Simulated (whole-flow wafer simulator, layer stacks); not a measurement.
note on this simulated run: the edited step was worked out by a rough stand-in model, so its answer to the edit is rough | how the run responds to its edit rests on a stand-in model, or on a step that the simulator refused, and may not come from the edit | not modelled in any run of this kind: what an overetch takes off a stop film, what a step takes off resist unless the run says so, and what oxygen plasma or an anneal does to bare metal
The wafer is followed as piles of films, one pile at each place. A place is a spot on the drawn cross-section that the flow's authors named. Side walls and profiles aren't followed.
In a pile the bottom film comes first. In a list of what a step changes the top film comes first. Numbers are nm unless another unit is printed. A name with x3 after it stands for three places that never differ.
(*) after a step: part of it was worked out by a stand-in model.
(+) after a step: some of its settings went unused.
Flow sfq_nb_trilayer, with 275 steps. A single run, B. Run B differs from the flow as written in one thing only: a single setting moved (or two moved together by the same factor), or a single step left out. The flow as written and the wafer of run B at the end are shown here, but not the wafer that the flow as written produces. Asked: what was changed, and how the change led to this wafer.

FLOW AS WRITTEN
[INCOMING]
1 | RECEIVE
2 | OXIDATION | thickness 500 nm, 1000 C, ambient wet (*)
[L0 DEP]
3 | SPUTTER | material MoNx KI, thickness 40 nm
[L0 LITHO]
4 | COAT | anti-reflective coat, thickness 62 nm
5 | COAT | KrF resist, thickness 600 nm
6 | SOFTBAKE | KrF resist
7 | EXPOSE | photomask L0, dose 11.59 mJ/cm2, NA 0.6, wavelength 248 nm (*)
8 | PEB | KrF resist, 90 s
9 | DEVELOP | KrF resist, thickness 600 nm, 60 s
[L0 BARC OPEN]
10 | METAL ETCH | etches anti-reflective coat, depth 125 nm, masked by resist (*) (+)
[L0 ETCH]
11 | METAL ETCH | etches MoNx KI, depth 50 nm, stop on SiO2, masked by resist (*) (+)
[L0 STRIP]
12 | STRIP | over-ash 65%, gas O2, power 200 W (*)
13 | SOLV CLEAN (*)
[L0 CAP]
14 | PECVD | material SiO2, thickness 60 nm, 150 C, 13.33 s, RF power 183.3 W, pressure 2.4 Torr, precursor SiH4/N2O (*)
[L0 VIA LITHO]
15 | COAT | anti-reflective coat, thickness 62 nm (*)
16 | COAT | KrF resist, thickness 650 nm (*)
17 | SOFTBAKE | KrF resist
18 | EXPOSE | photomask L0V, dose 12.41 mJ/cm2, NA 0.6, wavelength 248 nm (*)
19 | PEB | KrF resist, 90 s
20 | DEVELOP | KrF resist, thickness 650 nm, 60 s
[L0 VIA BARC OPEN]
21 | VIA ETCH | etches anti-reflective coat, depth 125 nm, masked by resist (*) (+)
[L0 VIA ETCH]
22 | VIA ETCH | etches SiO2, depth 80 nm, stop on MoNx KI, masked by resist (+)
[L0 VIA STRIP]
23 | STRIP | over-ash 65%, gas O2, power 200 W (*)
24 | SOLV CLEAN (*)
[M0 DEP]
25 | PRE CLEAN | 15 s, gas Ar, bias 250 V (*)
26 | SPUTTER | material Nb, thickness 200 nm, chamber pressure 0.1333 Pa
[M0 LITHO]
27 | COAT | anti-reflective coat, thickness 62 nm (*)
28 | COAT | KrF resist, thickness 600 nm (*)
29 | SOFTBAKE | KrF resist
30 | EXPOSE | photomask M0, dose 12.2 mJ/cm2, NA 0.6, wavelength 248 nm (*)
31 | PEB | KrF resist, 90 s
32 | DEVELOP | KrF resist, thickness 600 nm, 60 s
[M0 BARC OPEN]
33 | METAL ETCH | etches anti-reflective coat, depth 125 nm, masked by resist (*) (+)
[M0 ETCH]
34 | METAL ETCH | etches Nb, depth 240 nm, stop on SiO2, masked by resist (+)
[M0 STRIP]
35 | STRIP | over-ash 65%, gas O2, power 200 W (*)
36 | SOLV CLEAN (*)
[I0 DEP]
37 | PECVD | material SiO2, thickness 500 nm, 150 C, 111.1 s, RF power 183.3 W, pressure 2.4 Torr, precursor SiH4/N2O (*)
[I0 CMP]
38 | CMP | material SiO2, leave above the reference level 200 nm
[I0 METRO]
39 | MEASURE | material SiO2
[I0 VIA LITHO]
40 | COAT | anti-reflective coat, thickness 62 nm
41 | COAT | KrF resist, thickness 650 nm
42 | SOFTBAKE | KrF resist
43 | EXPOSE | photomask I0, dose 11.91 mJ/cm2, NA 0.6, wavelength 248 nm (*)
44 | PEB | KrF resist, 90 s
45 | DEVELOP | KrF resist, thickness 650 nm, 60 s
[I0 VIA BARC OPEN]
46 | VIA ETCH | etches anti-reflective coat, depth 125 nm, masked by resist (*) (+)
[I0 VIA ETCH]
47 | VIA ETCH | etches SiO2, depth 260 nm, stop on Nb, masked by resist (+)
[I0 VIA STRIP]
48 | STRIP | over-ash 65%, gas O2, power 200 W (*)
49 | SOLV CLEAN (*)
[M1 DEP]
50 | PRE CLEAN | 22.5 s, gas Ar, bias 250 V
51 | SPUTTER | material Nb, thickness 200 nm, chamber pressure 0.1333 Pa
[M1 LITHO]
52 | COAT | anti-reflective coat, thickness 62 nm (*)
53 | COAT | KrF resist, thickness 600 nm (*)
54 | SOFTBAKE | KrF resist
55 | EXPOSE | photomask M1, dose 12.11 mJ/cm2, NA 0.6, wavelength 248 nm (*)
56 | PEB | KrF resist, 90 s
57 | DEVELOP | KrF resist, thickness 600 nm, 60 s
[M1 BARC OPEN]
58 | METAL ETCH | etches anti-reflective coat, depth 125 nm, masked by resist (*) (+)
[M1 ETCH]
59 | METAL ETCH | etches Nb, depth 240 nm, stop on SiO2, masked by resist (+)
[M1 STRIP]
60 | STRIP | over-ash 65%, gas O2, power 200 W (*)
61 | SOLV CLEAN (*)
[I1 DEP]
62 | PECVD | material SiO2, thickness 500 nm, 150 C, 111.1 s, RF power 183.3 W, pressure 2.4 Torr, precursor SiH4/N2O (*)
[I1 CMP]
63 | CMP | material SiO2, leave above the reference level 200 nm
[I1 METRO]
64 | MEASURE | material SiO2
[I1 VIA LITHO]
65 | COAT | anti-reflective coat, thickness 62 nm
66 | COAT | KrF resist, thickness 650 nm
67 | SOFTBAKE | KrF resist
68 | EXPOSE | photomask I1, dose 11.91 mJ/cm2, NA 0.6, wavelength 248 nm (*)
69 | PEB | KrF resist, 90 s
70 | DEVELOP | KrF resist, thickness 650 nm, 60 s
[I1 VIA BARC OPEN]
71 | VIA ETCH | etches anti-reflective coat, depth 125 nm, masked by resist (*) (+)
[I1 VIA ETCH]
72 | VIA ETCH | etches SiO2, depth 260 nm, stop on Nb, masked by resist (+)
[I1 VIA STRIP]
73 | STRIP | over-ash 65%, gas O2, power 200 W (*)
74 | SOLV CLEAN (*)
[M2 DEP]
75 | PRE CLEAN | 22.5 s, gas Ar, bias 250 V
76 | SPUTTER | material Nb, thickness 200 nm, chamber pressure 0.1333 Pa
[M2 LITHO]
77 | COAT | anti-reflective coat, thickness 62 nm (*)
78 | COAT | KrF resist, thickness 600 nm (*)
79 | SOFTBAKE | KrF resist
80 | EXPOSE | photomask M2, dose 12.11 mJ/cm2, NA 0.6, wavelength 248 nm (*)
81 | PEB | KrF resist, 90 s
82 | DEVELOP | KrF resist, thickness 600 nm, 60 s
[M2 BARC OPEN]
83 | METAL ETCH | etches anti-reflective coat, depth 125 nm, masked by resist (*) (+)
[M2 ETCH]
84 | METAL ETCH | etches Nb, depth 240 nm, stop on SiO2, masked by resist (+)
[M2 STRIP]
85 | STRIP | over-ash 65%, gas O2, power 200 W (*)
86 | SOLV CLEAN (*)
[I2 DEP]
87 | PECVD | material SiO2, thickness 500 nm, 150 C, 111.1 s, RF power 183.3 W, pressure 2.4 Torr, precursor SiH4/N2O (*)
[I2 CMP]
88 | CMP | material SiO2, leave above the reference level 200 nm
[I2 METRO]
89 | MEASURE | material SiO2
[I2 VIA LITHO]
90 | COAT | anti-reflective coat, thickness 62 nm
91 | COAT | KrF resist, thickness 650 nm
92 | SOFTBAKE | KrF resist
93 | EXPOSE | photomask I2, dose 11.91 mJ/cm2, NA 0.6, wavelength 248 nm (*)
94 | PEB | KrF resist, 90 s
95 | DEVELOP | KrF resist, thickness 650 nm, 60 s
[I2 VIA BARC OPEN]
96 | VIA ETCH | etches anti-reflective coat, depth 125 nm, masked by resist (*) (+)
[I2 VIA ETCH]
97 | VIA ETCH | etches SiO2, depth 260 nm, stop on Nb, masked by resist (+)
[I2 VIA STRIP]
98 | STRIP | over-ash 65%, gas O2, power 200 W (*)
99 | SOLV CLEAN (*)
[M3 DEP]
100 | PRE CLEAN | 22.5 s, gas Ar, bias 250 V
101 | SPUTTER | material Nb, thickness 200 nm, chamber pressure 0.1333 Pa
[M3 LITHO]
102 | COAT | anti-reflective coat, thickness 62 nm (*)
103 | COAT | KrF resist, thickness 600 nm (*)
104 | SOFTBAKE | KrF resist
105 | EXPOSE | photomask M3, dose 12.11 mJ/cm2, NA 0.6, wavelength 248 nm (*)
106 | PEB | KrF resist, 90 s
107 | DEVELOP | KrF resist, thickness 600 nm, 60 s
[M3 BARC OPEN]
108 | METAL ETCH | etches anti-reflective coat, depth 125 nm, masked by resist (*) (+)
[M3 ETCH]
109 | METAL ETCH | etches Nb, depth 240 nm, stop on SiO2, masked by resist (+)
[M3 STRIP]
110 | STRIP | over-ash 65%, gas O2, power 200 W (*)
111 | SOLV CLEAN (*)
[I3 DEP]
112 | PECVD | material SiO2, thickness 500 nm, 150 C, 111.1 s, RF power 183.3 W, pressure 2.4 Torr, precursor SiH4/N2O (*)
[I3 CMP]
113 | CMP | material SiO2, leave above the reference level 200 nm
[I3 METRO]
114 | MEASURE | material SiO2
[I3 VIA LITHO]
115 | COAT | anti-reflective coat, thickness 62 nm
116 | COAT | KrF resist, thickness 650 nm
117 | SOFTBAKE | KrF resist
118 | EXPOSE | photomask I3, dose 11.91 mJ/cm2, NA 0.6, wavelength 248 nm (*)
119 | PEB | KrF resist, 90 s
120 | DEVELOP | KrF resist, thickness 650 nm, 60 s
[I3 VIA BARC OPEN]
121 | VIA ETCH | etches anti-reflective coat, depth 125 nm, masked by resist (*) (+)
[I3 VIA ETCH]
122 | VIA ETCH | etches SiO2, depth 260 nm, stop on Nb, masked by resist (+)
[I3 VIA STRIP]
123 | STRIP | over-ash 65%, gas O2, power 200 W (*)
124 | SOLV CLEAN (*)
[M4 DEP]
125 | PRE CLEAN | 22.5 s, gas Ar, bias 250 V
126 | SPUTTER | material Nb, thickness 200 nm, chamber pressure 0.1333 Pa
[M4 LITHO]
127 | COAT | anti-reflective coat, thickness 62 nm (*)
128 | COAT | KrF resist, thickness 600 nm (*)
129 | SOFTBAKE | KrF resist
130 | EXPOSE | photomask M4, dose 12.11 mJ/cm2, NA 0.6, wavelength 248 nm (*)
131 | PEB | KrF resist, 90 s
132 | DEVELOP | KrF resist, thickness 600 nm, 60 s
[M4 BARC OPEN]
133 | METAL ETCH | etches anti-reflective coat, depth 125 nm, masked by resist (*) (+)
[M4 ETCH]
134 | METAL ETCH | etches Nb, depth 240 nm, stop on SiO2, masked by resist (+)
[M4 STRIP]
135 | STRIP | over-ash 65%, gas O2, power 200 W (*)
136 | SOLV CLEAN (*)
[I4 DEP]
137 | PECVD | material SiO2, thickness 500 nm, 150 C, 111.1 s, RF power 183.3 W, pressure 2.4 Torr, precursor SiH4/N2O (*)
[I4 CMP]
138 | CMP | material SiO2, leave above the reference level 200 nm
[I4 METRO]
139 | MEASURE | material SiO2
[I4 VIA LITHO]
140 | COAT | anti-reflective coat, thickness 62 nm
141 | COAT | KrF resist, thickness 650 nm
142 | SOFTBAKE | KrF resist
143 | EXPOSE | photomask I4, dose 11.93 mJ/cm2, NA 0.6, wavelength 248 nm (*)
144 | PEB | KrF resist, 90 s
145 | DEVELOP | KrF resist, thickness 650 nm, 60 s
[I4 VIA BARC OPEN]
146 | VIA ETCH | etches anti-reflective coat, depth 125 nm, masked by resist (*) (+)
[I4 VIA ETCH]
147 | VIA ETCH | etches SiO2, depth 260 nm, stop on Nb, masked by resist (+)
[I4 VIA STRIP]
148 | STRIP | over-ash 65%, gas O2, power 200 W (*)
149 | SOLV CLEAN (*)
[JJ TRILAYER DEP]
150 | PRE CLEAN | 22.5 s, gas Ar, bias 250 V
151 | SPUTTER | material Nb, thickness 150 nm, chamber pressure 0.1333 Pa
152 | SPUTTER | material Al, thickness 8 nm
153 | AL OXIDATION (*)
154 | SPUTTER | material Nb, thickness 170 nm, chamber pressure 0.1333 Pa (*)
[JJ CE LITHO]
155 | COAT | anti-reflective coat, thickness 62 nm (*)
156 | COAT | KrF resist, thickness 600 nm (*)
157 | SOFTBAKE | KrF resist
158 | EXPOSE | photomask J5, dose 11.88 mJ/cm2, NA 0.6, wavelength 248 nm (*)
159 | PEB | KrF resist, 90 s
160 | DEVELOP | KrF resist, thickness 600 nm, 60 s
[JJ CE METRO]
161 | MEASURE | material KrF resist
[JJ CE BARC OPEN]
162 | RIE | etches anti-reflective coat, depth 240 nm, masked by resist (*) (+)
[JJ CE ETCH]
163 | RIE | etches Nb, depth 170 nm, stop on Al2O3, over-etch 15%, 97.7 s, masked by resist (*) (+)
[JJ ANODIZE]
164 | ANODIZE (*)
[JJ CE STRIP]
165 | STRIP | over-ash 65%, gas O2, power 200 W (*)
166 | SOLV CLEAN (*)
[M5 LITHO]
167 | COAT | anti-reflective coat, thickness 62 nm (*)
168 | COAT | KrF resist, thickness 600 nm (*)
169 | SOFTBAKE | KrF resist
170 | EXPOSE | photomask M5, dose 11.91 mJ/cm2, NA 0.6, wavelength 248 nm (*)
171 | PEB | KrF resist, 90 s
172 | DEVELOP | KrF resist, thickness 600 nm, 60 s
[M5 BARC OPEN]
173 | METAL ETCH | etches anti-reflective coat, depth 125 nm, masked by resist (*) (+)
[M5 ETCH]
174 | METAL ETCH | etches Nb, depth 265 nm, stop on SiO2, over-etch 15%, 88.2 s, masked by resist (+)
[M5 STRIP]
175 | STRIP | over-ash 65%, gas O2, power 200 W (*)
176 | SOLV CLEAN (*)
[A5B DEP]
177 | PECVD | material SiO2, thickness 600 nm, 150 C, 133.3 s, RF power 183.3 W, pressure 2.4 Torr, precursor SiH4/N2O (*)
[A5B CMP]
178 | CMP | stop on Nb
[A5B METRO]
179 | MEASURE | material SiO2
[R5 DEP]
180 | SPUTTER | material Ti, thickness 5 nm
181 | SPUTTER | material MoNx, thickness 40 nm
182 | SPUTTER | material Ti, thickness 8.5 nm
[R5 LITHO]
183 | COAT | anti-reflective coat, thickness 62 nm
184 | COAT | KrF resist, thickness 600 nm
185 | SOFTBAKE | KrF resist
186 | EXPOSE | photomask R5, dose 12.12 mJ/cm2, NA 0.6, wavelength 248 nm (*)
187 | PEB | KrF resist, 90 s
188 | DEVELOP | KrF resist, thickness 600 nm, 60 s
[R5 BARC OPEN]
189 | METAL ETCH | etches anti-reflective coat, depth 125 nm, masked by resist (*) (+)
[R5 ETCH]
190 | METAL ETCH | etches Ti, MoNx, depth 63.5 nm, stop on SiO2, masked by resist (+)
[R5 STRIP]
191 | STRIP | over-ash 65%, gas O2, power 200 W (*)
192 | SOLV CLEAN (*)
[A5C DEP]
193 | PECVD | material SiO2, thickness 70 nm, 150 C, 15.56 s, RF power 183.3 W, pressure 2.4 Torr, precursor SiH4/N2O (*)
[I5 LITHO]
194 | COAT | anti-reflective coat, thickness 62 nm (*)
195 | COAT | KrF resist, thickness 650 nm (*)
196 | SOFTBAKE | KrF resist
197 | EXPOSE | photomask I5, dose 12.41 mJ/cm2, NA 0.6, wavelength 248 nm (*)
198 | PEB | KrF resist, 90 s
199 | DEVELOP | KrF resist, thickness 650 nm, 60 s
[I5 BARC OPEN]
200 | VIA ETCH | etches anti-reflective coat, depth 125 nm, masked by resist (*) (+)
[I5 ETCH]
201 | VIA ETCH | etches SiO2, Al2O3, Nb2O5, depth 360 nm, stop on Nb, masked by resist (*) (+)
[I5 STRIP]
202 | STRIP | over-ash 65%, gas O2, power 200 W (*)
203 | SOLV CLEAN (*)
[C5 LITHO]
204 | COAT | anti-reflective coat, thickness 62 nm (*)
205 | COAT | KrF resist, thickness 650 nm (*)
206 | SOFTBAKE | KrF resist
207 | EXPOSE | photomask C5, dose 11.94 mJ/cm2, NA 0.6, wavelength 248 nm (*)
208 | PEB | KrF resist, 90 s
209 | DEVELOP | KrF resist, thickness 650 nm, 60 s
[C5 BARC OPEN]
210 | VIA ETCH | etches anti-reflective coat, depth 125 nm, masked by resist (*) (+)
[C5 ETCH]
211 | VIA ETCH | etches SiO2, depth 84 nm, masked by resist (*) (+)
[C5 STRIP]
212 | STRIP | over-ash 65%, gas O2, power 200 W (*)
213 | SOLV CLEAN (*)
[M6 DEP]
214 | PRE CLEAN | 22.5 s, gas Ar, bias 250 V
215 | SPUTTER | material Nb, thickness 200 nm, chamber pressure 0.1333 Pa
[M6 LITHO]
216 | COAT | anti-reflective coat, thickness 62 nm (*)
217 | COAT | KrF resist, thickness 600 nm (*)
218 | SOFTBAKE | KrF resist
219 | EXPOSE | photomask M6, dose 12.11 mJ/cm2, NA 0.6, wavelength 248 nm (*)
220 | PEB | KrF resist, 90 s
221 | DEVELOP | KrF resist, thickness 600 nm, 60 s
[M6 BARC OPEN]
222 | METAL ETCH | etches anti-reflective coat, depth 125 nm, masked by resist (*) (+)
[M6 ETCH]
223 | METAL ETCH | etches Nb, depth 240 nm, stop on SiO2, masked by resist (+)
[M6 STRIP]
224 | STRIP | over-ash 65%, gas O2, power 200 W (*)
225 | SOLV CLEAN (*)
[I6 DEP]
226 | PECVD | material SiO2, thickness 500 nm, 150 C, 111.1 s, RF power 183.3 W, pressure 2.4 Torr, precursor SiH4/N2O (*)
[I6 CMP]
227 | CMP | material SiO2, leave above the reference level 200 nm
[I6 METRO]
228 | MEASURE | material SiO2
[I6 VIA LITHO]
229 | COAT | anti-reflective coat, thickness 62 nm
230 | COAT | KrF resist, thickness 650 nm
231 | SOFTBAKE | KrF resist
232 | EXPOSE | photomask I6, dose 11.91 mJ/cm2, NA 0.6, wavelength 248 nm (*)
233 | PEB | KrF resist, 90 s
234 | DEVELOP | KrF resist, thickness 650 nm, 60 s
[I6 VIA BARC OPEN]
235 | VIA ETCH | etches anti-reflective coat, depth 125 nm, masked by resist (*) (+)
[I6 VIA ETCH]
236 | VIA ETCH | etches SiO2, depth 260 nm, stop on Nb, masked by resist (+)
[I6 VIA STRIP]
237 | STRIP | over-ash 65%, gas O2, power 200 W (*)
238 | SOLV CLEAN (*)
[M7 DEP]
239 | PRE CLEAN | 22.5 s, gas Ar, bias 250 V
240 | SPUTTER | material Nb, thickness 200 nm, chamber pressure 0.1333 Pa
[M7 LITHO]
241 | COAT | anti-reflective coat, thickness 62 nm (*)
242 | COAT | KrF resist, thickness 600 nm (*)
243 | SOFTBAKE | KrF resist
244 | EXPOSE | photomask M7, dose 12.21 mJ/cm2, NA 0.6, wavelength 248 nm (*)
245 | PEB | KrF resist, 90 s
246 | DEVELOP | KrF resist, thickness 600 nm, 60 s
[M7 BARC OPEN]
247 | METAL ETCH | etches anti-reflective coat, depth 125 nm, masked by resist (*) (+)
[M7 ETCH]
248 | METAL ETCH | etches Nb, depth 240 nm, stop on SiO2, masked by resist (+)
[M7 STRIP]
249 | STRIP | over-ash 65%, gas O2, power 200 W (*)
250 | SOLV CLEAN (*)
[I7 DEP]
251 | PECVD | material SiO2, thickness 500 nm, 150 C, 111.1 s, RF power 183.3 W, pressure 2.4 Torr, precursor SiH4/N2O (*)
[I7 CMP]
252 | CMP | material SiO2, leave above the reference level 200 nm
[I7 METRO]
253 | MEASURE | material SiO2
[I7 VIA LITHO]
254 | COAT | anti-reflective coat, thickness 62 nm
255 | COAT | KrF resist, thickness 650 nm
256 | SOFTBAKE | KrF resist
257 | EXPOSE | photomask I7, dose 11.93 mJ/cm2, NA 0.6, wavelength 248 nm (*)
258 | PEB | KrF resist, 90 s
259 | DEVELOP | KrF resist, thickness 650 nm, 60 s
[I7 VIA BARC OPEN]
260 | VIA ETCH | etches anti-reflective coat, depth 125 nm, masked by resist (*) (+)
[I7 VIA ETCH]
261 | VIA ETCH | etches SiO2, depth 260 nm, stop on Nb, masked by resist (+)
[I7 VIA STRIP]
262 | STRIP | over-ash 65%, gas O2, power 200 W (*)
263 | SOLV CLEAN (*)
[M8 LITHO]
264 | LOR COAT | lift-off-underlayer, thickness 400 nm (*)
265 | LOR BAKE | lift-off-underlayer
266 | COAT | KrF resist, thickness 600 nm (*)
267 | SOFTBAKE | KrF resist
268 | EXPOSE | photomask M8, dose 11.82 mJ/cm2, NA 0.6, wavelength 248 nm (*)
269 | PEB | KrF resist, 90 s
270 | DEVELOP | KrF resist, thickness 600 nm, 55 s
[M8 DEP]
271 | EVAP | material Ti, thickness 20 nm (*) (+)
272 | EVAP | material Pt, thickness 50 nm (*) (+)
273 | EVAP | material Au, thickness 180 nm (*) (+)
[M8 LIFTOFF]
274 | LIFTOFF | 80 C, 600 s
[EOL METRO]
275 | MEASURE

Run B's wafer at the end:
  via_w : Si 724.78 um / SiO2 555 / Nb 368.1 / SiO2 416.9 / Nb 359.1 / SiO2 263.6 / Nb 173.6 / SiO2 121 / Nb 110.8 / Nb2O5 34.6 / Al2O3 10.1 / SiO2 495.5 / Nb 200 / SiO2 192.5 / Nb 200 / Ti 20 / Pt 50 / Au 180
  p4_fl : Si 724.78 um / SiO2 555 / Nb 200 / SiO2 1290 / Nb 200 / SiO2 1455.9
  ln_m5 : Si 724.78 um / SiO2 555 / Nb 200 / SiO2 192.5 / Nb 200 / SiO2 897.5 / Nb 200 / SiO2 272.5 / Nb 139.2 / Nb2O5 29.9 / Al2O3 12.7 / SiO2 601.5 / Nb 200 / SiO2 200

Cause: step 112, PECVD: thickness 320 nm was run, though the flow has thickness 500 nm; step 112, PECVD: 71.11 s was run, where the flow has 111.1 s.

The path from the change to this, step by step:
  112 | PECVD | material SiO2, thickness 500 nm, 150 C, 111.1 s, RF power 183.3 W, pressure 2.4 Torr, precursor SiH4/N2O (*)
      field_l, be, be_sur and 64 more: SiO2 gains 320 (as written it would have been: SiO2 gains 500)
      v_sur, via_wl, via_wr and 27 more: SiO2 gains 320 (new film) (as written it would have been: SiO2 gains 500 (new film))
      (and at 9 other places as well)
  113 | CMP | material SiO2, leave above the reference level 200 nm
      field_l, be, be_sur and 64 more: nothing (as written it would have been: SiO2 loses 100)
      p4_g1, p4_g2, p3_s0, p3_s1, p3_s2, p3_s3, p3_s4, p3_s5: nothing (as written it would have been: SiO2 loses 157.1)
      (and at 31 other places as well)
  115 | COAT | anti-reflective coat, thickness 62 nm
      m0r_line_l, m0r_line_r, m6r_line_l, m6r_line_r, m7r_line_l, m7r_line_r: anti-reflective coat gains 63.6 (new film) (as written it would have been: anti-reflective coat gains 62 (new film))
      p3_s0, p3_s1, p3_s2, p3_s3: anti-reflective coat gains 93.3 (new film) (as written it would have been: anti-reflective coat gains 62 (new film))
      (and at 77 other places as well)
  116 | COAT | KrF resist, thickness 650 nm
      m0r_line_l, m0r_line_r, m6r_line_l, m6r_line_r, m7r_line_l, m7r_line_r: KrF resist gains 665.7 (new film) (as written it would have been: KrF resist gains 650 (new film))
      via_wl, via_sp: KrF resist gains 618.3 (new film) (as written it would have been: KrF resist gains 650 (new film))
      (and at 41 other places as well)
  120 | DEVELOP | KrF resist, thickness 650 nm, 60 s
      via_v: KrF resist loses 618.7 (all of it) (as written it would have been: KrF resist loses 648.6 (all of it))
  121 | VIA ETCH | etches anti-reflective coat, depth 125 nm, masked by resist (*) (+)
      field_l, v_sur, via_wl and 102 more: KrF resist loses 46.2 (as written it would have been: KrF resist loses 51.7)
      via_v: anti-reflective coat loses 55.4 (all of it), SiO2 loses 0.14 (as written it would have been: anti-reflective coat loses 62 (all of it), SiO2 loses 0.16)
  123 | STRIP | over-ash 65%, gas O2, power 200 W (*)
      m0r_line_l, m6r_line_l, m7r_line_l: KrF resist loses 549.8 (all of it), anti-reflective coat loses 63.6 (all of it) (as written it would have been: KrF resist loses 528.6 (all of it), anti-reflective coat loses 62 (all of it))
      m0r_space_l, m6r_space_l, m7r_space_l: KrF resist loses 543.2 (all of it), anti-reflective coat loses 73.4 (all of it) (as written it would have been: KrF resist loses 528.6 (all of it), anti-reflective coat loses 62 (all of it))
      (and at 84 other places as well)
  126 | SPUTTER | material Nb, thickness 200 nm, chamber pressure 0.1333 Pa
      via_w: Nb gains 173.6 (new film) (as written it would have been: Nb gains 200 (new film))
  127 | COAT | anti-reflective coat, thickness 62 nm (*)
      m0r_line_l, m0r_line_r, m6r_line_l, m6r_line_r, m7r_line_l, m7r_line_r: anti-reflective coat gains 63.6 (new film) (as written it would have been: anti-reflective coat gains 62 (new film))
      m0r_space_l, m0r_space_r, m6r_space_l, m6r_space_r, m7r_space_l, m7r_space_r: anti-reflective coat gains 71.2 (new film) (as written it would have been: anti-reflective coat gains 62 (new film))
      (and at 72 other places as well)
  128 | COAT | KrF resist, thickness 600 nm (*)
      m0r_line_l, m0r_line_r, m6r_line_l, m6r_line_r, m7r_line_l, m7r_line_r: KrF resist gains 613.9 (new film) (as written it would have been: KrF resist gains 600 (new film))
      p4_g1, p3_s5, r5r_space_c: KrF resist gains 615.7 (new film) (as written it would have been: KrF resist gains 600 (new film))
      (and at 47 other places as well)
  132 | DEVELOP | KrF resist, thickness 600 nm, 60 s
      m0r_line_l, m0r_line_r, m6r_line_l, m6r_line_r, m7r_line_l, m7r_line_r: KrF resist loses 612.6 (all of it) (as written it would have been: KrF resist loses 598.7 (all of it))
      p3_s5, r5r_space_c: KrF resist loses 614.5 (all of it) (as written it would have been: KrF resist loses 598.7 (all of it))
      (and at 21 other places as well)
  133 | METAL ETCH | etches anti-reflective coat, depth 125 nm, masked by resist (*) (+)
      v_sur, via_wl, via_w and 36 more: KrF resist loses 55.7 (as written it would have been: KrF resist loses 51.7)
      m0r_line_l, m0r_line_r, m6r_line_l, m6r_line_r, m7r_line_l, m7r_line_r: anti-reflective coat loses 63.6 (all of it) (as written it would have been: anti-reflective coat loses 62 (all of it))
      (and at 42 other places as well)
  135 | STRIP | over-ash 65%, gas O2, power 200 W (*)
      wl_a_sl, wl_b_sr: KrF resist loses 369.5 (all of it), anti-reflective coat loses 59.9 (all of it) (as written it would have been: KrF resist loses 382.4 (all of it), anti-reflective coat loses 62 (all of it))
      wl_a_m6, wl_b_m5: KrF resist loses 370 (all of it), anti-reflective coat loses 60 (all of it) (as written it would have been: KrF resist loses 382.4 (all of it), anti-reflective coat loses 62 (all of it))
      (and at 32 other places as well)
  137 | PECVD | material SiO2, thickness 500 nm, 150 C, 111.1 s, RF power 183.3 W, pressure 2.4 Torr, precursor SiH4/N2O (*)
      p3_s0, p3_s1, p3_s2, p3_s3, p3_s4, p3_s5: SiO2 gains 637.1 (as written it would have been: SiO2 gains 557.1)
      via_w: SiO2 gains 545.8 (new film) (as written it would have been: SiO2 gains 500 (new film))
  138 | CMP | material SiO2, leave above the reference level 200 nm
      field_l, be, be_sur and 55 more: SiO2 loses 20 (as written it would have been: SiO2 loses 100)
      ln_m5, lsp_m, ln_m6, p4_fl, p4_fm, p4_g1, p4_g2, p4_fr: SiO2 loses 220 (as written it would have been: SiO2 loses 300)
      (and at 4 other places as well)
  147 | VIA ETCH | etches SiO2, depth 260 nm, stop on Nb, masked by resist (+)
      via_w: SiO2 loses 260 (as written it would have been: SiO2 loses 199.8 (all of it))
  ... another 14 steps ...
  178 | CMP | stop on Nb
      via_w: SiO2 loses 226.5 (as written it would have been: SiO2 loses 235.2)
Taking metal films that touch as one body, via_w has 6 bodies (between them, from the top down: SiO2 192.5; SiO2 495.5 / Al2O3 10.1 / Nb2O5 34.6; SiO2 121; SiO2 263.6; SiO2 416.9); the flow as written gives 5 bodies (between them, from the top down: SiO2 192.5; SiO2 427.3 / Al2O3 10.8 / Nb2O5 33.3; SiO2 425.9; SiO2 416.9).
